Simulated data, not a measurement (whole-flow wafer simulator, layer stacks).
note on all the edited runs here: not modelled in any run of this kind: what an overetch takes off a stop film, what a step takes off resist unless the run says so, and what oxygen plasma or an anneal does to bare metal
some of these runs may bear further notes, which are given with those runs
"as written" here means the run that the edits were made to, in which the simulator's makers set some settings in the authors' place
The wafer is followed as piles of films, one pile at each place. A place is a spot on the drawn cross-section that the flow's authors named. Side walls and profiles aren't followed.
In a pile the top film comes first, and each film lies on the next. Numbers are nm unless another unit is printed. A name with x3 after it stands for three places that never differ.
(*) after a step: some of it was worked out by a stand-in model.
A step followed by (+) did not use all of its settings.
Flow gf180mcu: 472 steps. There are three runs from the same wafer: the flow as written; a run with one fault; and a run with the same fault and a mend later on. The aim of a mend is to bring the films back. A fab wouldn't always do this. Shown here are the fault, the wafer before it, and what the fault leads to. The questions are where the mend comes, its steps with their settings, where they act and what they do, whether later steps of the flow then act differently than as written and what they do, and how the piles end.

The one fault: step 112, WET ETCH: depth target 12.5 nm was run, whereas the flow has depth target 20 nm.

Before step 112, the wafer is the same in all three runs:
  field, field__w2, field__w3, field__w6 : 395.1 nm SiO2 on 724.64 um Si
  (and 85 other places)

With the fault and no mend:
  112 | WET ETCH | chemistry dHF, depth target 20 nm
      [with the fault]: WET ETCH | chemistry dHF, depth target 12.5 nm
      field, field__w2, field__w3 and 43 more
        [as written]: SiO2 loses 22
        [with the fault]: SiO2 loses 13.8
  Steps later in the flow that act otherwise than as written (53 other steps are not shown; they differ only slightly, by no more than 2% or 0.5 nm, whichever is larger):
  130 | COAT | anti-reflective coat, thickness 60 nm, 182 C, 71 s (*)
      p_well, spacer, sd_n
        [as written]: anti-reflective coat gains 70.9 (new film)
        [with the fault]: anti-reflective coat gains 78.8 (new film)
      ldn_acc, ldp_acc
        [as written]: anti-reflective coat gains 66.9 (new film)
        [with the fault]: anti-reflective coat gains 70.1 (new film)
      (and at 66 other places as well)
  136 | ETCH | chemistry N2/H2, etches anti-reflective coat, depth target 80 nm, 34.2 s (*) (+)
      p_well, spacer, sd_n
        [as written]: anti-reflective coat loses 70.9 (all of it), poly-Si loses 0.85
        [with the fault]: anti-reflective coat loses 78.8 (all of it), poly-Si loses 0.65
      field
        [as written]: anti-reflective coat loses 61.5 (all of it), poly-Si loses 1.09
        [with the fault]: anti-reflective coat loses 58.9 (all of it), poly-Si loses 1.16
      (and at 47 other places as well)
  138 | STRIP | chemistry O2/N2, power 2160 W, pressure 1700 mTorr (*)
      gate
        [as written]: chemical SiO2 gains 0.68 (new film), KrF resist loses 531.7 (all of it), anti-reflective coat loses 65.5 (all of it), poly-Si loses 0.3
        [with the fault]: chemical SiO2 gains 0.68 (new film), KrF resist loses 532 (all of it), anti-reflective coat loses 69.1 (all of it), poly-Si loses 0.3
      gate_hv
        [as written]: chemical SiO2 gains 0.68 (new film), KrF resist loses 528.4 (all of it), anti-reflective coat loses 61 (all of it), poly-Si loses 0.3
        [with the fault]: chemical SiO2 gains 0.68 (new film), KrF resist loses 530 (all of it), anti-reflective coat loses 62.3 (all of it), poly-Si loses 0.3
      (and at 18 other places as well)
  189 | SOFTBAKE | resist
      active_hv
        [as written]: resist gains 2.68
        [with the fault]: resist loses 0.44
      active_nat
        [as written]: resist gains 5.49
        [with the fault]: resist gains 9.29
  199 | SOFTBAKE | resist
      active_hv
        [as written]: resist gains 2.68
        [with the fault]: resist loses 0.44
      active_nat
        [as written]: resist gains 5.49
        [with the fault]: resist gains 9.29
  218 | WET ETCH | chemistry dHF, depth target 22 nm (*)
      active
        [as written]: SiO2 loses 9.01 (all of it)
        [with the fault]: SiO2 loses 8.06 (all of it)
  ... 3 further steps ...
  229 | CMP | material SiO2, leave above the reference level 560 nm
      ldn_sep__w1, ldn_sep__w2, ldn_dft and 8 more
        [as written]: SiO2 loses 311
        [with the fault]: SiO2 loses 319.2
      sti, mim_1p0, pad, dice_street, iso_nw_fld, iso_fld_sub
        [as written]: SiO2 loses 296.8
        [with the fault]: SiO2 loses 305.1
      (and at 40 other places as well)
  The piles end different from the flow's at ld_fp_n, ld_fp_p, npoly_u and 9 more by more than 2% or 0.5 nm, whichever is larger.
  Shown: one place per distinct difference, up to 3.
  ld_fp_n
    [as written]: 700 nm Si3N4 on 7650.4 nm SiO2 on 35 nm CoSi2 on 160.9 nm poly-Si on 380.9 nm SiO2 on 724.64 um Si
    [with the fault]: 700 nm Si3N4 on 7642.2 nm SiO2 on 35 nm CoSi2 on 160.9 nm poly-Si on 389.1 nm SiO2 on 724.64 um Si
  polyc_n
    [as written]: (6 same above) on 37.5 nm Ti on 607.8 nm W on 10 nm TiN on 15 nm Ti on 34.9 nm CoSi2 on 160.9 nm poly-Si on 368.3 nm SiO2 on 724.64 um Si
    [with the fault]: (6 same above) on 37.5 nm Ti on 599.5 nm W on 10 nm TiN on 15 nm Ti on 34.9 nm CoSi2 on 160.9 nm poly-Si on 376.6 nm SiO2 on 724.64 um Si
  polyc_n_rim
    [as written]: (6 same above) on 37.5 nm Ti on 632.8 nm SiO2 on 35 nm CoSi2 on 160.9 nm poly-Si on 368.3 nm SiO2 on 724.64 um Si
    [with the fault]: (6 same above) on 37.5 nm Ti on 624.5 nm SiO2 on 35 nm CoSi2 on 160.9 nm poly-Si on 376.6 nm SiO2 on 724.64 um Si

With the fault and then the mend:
  After step 112 comes the mend.
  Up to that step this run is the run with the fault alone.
  112a | WET ETCH | chemistry dHF, depth target 7.5 nm (the flow's step 112 again, with other settings)
      field, field__w2, field__w3 and 43 more
        SiO2 loses 7.5
  Steps later in the flow that act otherwise than as written (56 other steps are not shown; they differ only slightly, by no more than 2% or 0.5 nm, whichever is larger):
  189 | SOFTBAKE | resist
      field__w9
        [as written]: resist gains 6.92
        [with the mend]: resist loses 3.07
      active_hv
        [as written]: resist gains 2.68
        [with the mend]: resist loses 0.53
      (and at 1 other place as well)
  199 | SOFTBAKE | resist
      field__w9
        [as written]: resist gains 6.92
        [with the mend]: resist loses 3.07
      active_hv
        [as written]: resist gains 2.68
        [with the mend]: resist loses 0.53
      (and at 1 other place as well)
  When the end is reached, the piles differ only a little from the flow's at the places that both follow, at most by 2% or 0.5 nm, whichever is larger.
